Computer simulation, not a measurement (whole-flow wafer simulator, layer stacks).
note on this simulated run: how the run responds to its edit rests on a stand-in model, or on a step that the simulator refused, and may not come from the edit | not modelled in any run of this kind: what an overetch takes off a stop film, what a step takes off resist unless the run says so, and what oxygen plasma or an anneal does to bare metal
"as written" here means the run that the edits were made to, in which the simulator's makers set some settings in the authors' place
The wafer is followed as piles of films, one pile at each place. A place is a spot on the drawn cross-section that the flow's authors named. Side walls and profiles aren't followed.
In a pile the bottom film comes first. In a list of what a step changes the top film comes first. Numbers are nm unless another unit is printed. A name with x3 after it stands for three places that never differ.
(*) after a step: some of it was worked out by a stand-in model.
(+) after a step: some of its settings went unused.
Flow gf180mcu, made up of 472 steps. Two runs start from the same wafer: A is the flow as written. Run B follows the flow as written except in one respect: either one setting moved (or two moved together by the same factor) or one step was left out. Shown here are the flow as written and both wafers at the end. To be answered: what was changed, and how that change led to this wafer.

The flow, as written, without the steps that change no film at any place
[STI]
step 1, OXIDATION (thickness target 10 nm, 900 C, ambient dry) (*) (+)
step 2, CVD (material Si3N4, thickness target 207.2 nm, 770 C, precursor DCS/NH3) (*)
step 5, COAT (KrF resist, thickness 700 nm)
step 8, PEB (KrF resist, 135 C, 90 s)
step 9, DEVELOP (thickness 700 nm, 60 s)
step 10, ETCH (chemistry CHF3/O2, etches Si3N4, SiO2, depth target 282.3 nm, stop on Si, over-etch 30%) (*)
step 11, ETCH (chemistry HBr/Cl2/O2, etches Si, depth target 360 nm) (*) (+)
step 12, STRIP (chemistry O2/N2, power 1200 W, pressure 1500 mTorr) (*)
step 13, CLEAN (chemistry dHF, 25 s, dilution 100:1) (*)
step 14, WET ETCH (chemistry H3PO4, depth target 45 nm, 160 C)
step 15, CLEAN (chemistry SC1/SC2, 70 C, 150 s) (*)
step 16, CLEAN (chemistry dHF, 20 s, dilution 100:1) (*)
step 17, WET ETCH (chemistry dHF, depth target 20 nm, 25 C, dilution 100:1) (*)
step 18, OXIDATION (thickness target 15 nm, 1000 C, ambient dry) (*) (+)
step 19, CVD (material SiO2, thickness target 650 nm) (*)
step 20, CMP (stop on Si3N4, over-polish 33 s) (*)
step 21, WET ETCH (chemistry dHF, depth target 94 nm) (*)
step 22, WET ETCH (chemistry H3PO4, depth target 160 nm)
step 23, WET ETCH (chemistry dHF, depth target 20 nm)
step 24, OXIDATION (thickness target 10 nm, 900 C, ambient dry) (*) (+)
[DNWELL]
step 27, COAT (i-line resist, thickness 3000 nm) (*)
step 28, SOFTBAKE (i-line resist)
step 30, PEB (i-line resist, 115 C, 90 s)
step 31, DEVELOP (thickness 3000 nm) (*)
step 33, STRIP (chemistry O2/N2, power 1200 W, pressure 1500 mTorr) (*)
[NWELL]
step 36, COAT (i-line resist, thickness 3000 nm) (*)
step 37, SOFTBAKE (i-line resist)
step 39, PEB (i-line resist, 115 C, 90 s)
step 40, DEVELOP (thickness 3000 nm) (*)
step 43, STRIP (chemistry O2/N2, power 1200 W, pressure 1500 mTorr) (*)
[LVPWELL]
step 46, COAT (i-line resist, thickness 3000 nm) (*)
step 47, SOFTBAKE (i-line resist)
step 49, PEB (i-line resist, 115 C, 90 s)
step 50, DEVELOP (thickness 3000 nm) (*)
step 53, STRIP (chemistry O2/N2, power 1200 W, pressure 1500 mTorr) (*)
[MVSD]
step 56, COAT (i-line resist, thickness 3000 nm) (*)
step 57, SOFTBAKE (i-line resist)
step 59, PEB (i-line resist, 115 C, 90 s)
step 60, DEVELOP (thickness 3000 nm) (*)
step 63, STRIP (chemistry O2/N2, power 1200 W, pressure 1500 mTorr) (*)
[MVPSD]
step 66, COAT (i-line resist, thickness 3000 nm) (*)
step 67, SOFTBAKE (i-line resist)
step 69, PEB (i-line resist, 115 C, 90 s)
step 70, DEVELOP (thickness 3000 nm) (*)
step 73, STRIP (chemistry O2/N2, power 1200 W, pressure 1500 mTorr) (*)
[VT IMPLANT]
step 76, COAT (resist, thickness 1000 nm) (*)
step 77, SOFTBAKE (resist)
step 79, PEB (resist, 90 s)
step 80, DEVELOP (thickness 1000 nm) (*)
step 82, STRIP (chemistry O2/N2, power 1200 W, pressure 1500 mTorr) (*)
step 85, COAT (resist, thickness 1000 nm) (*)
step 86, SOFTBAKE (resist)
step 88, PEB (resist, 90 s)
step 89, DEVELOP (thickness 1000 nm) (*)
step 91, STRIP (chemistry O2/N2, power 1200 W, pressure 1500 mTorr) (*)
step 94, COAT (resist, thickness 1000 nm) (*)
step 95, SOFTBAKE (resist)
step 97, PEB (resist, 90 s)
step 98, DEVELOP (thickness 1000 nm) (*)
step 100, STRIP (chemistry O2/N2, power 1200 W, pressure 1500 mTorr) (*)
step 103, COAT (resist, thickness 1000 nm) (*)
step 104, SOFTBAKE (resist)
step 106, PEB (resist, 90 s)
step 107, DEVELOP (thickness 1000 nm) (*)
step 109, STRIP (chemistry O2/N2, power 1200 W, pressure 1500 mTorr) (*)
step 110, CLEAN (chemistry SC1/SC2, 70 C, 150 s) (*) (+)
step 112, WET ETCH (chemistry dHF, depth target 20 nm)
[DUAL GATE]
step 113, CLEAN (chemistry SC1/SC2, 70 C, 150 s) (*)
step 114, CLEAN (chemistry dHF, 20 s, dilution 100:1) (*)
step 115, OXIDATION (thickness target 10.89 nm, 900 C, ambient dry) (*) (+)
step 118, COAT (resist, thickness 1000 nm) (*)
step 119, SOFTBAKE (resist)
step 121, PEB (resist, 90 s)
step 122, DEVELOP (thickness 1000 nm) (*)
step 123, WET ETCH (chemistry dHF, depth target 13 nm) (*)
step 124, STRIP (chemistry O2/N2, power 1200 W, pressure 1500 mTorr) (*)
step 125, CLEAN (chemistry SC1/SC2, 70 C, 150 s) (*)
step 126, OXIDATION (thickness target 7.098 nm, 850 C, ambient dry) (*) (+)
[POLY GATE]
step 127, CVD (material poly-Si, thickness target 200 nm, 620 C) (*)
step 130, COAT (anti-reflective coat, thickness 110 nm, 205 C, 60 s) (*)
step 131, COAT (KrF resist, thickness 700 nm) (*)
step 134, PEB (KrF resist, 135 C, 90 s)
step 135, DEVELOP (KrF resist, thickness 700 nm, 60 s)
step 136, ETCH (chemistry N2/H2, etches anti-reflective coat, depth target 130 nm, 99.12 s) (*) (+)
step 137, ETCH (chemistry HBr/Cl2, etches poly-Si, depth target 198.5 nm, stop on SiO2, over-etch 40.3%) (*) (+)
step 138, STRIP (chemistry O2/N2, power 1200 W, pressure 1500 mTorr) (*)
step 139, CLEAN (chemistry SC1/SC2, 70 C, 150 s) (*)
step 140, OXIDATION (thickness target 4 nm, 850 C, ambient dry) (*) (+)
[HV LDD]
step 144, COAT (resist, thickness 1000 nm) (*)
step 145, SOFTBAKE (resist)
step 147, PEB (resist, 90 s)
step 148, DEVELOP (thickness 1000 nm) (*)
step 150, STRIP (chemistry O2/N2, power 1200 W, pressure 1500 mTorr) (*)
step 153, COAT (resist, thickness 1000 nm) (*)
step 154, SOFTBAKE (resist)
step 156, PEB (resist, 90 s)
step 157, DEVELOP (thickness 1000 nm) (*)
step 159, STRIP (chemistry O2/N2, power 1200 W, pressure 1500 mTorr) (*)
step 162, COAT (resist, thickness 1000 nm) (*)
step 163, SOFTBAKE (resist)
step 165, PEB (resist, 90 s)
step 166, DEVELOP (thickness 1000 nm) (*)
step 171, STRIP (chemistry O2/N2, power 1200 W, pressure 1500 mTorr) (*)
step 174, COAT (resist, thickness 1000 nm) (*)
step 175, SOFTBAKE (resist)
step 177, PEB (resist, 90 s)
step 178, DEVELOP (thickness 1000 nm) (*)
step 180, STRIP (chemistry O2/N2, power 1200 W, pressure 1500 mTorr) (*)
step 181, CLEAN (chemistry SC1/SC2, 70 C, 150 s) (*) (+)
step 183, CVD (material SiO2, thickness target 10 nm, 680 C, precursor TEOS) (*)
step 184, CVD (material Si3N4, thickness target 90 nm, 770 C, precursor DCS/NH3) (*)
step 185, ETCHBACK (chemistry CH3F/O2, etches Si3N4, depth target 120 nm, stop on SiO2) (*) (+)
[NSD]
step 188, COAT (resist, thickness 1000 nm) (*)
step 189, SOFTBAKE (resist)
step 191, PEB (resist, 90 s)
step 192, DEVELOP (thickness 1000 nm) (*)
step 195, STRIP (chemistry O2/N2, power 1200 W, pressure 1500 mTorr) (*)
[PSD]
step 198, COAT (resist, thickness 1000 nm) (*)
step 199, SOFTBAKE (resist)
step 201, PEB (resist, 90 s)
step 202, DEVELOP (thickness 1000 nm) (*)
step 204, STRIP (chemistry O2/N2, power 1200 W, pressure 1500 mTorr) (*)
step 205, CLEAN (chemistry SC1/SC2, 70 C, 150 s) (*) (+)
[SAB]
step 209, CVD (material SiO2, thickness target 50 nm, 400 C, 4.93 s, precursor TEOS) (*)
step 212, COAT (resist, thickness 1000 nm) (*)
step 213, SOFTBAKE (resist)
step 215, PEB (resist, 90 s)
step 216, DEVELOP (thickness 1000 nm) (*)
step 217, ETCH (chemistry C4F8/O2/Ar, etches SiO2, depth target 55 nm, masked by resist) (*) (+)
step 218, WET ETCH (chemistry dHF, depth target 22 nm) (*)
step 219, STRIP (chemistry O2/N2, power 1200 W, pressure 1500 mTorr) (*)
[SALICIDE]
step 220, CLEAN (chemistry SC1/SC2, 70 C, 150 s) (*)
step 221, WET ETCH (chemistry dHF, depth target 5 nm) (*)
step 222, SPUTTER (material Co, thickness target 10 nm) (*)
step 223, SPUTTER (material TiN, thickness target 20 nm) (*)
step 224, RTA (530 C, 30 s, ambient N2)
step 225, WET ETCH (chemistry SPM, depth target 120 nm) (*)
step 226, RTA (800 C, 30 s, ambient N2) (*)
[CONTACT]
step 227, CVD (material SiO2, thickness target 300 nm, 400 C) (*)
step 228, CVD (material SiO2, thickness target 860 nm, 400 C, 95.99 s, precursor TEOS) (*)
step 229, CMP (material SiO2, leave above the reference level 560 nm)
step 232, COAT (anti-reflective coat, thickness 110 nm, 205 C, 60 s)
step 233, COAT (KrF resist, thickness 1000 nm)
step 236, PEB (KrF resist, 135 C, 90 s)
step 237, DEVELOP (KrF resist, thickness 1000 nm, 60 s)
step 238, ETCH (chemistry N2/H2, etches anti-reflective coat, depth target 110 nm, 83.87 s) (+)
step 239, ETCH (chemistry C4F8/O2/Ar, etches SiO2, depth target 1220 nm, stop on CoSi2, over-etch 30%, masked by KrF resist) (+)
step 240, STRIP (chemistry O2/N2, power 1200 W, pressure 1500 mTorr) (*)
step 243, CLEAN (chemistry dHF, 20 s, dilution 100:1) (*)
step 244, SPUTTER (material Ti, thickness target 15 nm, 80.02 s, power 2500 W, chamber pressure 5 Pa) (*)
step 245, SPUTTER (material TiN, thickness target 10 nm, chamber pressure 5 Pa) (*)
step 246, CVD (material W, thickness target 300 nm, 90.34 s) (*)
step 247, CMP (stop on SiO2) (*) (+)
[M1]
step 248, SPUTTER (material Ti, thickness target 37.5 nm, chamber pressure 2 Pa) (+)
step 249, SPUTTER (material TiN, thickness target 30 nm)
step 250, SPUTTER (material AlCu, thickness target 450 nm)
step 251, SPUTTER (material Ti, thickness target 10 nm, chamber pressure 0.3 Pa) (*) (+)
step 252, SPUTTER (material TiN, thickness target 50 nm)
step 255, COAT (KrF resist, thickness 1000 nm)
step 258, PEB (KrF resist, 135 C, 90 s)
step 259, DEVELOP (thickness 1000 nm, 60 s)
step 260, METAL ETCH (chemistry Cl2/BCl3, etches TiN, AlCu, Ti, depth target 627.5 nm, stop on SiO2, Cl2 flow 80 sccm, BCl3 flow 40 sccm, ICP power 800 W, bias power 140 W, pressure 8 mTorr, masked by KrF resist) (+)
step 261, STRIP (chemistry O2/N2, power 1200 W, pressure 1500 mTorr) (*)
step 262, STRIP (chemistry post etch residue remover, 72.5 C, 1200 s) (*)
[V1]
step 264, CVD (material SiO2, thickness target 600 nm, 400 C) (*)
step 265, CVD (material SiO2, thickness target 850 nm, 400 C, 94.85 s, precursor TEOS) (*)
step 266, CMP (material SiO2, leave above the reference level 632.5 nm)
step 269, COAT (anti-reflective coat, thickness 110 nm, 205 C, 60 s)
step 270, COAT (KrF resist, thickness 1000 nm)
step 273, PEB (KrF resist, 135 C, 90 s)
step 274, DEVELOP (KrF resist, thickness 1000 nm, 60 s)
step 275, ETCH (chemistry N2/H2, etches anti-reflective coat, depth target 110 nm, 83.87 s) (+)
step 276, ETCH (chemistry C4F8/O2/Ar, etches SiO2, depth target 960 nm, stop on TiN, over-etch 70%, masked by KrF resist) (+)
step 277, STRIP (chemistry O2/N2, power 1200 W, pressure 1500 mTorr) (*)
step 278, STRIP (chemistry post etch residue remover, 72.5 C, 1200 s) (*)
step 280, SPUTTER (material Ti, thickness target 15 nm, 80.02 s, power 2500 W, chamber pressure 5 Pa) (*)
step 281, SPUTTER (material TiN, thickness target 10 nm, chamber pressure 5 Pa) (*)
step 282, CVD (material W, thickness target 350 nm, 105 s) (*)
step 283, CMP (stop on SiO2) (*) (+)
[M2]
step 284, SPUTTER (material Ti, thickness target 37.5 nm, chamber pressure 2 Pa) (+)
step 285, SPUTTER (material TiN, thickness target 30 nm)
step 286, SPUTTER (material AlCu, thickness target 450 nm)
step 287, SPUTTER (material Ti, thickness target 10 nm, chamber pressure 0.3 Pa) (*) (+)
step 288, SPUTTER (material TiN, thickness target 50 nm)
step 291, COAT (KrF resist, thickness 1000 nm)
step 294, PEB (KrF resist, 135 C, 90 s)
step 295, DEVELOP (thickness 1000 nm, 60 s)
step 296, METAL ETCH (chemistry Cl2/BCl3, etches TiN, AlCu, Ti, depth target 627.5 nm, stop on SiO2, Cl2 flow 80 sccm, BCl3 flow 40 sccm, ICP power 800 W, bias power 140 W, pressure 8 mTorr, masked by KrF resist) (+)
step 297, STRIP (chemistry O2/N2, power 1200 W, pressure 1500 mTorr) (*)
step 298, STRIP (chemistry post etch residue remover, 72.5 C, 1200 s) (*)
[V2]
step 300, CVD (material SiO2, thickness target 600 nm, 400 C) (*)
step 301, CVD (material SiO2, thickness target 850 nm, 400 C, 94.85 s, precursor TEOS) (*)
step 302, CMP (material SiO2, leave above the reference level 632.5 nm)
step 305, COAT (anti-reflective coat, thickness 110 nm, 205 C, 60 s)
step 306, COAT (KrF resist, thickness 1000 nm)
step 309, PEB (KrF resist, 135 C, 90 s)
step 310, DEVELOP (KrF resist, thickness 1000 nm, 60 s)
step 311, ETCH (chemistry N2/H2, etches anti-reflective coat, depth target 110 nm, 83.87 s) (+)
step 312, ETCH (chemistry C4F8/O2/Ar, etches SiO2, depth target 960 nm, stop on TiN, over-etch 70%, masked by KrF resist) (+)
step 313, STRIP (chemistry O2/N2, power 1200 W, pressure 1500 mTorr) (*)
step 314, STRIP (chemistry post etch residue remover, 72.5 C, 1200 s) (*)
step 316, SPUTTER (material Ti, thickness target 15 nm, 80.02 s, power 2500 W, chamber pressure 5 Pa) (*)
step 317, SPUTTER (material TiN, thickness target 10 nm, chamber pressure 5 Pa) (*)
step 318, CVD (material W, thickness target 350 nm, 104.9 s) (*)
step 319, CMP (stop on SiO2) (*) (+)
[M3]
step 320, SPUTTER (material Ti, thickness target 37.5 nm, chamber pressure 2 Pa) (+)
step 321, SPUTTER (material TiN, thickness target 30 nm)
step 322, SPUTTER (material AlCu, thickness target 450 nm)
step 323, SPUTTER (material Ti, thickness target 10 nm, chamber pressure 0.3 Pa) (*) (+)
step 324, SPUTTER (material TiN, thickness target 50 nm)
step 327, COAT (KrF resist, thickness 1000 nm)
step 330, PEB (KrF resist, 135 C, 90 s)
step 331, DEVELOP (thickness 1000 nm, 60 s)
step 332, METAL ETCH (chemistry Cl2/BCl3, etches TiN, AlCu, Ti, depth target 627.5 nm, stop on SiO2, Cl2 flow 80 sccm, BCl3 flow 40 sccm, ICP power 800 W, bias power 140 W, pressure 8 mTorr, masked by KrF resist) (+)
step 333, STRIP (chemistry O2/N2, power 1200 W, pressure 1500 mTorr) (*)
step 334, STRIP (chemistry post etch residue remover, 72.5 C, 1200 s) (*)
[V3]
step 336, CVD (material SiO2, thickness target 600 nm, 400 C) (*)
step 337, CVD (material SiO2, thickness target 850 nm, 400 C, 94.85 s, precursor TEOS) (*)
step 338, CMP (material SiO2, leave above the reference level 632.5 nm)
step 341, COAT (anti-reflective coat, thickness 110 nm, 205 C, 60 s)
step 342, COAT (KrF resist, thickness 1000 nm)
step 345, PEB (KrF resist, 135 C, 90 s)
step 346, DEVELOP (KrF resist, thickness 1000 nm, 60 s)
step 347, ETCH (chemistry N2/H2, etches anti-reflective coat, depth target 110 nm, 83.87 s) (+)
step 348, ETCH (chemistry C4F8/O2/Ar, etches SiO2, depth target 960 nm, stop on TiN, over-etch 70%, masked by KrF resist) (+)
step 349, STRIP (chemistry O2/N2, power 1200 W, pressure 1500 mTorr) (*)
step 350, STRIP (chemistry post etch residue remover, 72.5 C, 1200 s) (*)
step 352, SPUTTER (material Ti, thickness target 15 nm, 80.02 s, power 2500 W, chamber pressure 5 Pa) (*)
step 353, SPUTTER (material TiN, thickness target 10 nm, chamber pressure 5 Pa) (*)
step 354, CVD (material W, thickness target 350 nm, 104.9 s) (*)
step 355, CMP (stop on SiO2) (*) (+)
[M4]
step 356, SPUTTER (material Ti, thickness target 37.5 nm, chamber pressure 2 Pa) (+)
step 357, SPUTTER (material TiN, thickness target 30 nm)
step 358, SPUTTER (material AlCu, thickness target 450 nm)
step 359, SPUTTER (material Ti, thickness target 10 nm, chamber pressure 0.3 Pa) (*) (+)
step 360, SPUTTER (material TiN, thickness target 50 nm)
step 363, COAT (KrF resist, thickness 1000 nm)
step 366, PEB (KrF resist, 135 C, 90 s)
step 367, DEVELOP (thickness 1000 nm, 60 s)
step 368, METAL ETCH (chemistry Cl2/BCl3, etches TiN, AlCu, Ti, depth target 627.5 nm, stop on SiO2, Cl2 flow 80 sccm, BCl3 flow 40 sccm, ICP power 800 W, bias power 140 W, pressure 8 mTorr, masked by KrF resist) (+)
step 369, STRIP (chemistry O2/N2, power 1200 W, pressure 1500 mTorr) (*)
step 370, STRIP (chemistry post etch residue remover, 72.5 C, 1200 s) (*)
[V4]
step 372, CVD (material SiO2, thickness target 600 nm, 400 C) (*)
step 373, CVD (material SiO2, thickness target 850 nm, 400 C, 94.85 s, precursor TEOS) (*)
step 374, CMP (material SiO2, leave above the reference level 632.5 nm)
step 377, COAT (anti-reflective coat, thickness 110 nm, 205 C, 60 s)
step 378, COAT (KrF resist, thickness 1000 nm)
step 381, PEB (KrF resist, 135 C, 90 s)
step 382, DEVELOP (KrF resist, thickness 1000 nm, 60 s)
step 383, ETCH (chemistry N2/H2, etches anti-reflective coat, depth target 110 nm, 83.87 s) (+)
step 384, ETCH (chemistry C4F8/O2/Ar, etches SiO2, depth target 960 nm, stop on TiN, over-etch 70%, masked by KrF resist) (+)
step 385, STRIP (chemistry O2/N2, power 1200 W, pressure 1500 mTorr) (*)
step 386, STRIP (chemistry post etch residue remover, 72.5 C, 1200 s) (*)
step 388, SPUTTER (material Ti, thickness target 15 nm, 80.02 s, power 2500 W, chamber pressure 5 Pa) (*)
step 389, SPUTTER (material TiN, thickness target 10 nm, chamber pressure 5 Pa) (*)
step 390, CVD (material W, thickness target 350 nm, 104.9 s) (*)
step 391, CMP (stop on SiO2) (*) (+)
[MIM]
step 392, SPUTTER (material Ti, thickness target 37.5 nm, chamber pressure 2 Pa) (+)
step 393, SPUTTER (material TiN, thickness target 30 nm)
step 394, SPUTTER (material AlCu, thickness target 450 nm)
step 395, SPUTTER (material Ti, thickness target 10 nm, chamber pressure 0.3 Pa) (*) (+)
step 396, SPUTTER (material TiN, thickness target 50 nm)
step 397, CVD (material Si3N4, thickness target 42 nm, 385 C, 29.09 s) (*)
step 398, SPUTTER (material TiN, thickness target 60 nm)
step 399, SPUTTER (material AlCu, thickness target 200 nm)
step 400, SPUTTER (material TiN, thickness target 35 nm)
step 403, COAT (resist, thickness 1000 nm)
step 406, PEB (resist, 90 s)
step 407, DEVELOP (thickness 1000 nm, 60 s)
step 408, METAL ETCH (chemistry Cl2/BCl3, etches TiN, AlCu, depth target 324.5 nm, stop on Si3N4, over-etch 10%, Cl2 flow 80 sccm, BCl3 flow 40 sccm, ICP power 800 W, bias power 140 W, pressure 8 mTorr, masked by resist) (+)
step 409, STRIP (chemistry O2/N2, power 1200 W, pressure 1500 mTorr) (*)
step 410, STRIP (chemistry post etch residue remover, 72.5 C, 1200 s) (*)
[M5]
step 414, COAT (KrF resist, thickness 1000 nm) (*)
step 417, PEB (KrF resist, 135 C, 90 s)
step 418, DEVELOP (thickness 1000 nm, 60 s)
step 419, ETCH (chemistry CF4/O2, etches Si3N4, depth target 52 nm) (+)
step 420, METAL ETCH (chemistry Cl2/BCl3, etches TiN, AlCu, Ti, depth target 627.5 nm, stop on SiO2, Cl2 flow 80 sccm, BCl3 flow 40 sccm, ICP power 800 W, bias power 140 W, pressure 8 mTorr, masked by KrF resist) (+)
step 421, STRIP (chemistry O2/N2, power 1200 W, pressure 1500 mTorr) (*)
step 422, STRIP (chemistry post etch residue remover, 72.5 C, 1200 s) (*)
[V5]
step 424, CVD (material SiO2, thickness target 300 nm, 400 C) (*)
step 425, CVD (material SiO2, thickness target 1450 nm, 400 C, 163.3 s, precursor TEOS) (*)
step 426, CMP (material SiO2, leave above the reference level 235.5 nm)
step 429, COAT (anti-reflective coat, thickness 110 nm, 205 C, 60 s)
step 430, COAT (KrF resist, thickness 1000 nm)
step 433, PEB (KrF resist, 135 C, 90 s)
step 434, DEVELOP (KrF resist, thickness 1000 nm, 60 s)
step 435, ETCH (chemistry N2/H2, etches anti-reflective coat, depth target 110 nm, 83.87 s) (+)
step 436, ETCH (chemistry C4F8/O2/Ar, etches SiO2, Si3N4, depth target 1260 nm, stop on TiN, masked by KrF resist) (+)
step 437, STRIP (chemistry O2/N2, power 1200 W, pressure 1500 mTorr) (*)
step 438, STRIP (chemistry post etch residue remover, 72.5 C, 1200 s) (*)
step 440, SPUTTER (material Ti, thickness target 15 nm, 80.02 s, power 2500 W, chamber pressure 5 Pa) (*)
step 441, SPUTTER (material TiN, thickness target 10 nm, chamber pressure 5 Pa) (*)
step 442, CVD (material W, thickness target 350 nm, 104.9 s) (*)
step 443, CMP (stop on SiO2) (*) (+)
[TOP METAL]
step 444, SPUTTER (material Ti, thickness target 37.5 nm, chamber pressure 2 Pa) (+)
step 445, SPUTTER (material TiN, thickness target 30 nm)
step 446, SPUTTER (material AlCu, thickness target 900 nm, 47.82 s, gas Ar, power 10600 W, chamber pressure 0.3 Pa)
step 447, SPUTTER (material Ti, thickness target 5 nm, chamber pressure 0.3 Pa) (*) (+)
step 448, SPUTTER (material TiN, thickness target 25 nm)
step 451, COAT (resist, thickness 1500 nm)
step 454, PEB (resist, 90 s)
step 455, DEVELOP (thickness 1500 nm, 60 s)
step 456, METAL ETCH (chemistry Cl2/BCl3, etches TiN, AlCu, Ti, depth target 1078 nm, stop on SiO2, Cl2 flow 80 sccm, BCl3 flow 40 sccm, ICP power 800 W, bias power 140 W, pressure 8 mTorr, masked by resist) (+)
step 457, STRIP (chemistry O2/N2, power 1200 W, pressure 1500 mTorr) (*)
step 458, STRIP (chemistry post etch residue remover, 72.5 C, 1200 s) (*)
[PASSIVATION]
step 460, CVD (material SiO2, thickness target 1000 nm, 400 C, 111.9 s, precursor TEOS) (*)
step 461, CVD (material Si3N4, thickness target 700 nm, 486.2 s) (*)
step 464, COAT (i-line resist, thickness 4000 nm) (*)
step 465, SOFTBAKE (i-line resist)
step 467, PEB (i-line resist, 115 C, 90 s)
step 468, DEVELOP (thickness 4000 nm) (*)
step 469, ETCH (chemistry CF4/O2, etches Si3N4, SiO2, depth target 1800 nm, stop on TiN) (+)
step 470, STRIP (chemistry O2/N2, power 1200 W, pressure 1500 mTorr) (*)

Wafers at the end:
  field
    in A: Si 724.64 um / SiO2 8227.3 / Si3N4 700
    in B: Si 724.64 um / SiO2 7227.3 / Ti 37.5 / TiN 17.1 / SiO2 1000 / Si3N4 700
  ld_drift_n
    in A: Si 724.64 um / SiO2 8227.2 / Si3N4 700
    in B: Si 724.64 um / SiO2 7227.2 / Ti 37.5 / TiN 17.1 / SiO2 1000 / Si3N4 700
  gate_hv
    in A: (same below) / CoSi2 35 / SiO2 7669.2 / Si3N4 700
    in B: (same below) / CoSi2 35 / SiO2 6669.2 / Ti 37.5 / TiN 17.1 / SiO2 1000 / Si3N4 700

What caused this: step 446, SPUTTER: thickness target 1035 nm was run, whereas the flow has thickness target 900 nm.

Step by step, how the change led to this:
  step 446, SPUTTER (material AlCu, thickness target 900 nm, 47.82 s, gas Ar, power 10600 W, chamber pressure 0.3 Pa)
      field, field__w1, field__w2 and 109 more: A AlCu gains 900 (new film) | B AlCu gains 1035 (new film)
  step 456, METAL ETCH (chemistry Cl2/BCl3, etches TiN, AlCu, Ti, depth target 1078 nm, stop on SiO2, Cl2 flow 80 sccm, BCl3 flow 40 sccm, ICP power 800 W, bias power 140 W, pressure 8 mTorr, masked by resist) (+)
      field, field__w1, field__w2 and 103 more: A TiN loses 25 (all of it), Ti loses 5 (all of it), AlCu loses 900 (all of it), TiN loses 30 (all of it), Ti loses 37.5 (all of it) | B TiN loses 25 (all of it), Ti loses 5 (all of it), AlCu loses 1035 (all of it), TiN loses 12.5
  step 460, CVD (material SiO2, thickness target 1000 nm, 400 C, 111.9 s, precursor TEOS) (*)
      field, field__w1, field__w2 and 103 more: A SiO2 gains 1000 | B SiO2 gains 1000 (new film)
  step 464, COAT (i-line resist, thickness 4000 nm) (*)
      field__w8: A i-line resist gains 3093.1 (new film) | B i-line resist gains 3022.5 (new film)
      contact: A i-line resist gains 3153.6 (new film) | B i-line resist gains 3063.6 (new film)
      (and at 4 other places as well)
  step 465, SOFTBAKE (i-line resist)
      field__w11, field__w13: A i-line resist gains 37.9 | B i-line resist gains 35.2
      sd_p_hv, nw_enc_fld__w1: A i-line resist gains 36.6 | B i-line resist gains 33.2
      (and at 58 other places as well)
  step 467, PEB (i-line resist, 115 C, 90 s)
      field__w8, m1__w1: A i-line resist loses 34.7 | B i-line resist loses 33.4
      contact, m1: A i-line resist loses 35.1 | B i-line resist loses 33.7
      (and at 2 other places as well)
  step 468, DEVELOP (thickness 4000 nm) (*)
      pad: A i-line resist loses 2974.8 (all of it) | B i-line resist loses 2895.1 (all of it)
  step 470, STRIP (chemistry O2/N2, power 1200 W, pressure 1500 mTorr) (*)
      field__w8, m1__w1: A i-line resist loses 1787.7 (all of it) | B i-line resist loses 1710.2 (all of it)
      contact: A i-line resist loses 1811.2 (all of it) | B i-line resist loses 1727 (all of it)
      (and at 2 other places as well)
With metal films that touch counted as one body, field has 1 body; the flow as written gives 0 bodies.
With metal films that touch counted as one body, ld_drift_n has 1 body; the flow as written gives 0 bodies.
With metal films that touch counted as one body, gate_hv has 2 bodies (between them, from the top down: SiO2 6669.2); the flow as written gives 1 body.
